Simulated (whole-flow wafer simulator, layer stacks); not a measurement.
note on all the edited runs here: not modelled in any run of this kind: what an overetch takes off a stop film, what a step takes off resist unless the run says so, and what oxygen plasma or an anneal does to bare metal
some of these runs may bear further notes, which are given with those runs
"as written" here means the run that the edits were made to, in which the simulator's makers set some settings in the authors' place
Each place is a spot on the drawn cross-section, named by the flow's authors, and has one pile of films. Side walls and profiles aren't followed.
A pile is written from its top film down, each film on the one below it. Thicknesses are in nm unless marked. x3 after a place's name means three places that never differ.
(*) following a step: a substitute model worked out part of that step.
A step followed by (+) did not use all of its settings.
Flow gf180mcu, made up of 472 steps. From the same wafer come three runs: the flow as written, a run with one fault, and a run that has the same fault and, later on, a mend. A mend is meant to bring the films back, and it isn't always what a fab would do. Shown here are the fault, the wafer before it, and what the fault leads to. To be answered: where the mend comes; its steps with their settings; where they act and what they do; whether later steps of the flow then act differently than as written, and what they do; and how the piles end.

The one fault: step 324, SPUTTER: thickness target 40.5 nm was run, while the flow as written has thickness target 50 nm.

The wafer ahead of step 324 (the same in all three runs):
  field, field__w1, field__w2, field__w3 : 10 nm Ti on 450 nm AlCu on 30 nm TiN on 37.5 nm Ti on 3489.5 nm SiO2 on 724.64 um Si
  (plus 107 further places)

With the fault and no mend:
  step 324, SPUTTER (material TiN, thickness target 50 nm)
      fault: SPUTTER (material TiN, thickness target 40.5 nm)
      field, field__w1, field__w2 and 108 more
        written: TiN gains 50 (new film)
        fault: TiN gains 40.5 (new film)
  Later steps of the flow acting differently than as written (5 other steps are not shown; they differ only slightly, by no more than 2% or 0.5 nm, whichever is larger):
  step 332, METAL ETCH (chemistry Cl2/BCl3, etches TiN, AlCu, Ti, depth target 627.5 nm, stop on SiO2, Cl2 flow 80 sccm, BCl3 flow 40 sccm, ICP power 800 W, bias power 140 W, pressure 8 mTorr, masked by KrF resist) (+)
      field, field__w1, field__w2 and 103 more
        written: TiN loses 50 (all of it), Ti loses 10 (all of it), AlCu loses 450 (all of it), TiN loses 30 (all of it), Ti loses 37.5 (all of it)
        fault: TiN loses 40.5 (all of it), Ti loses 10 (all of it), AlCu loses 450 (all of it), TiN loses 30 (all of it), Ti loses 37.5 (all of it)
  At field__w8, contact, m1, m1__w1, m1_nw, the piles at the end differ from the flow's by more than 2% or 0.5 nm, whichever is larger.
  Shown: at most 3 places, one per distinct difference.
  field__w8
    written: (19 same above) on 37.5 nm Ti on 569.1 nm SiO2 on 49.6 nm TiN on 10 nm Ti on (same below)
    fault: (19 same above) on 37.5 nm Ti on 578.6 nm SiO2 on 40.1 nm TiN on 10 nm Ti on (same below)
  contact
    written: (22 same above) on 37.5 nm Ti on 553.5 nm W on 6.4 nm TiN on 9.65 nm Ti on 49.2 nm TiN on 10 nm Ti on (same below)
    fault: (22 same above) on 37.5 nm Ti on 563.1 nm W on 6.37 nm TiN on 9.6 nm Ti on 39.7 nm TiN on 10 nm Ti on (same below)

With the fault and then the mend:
  The mend follows step 331.
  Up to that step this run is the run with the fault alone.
  step 331a, STRIP (chemistry O2/N2, power 2160 W, pressure 1700 mTorr) (*)
      field__w8, contact, m1, m1__w1, m1_nw
        KrF resist loses 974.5 (all of it)
  step 331b, SPUTTER (material TiN, thickness target 9.5 nm) (the flow's step 324 again, with other settings)
      field, field__w1, field__w2 and 108 more
        TiN gains 9.5
  step 331c, HMDS (120 C, 60 s) (the flow's step 326 again)
      does not change any film at any place that is followed
  step 331d, COAT (KrF resist, thickness 1000 nm) (the flow's step 327 again)
      field, field__w1, field__w2 and 108 more
        KrF resist gains 1000 (new film)
  step 331e, SOFTBAKE (KrF resist) (the flow's step 328 again)
      does not change any film at any place that is followed
  step 331f, EXPOSE (photomask Metal3) (the flow's step 329 again)
      does not change any film at any place that is followed
  step 331g, PEB (KrF resist, 135 C, 90 s) (the flow's step 330 again)
      field, field__w1, field__w2 and 108 more
        KrF resist loses 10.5
  step 331h, DEVELOP (thickness 1000 nm, 60 s) (the flow's step 331 again)
      field, field__w1, field__w2 and 103 more
        KrF resist loses 989.5 (all of it)
      field__w8, contact, m1, m1__w1, m1_nw
        KrF resist loses 14.9
  None of the later steps of the flow acts differently than as written at any place that is followed.
  At every place that both follow, the piles at the end match the flow's.
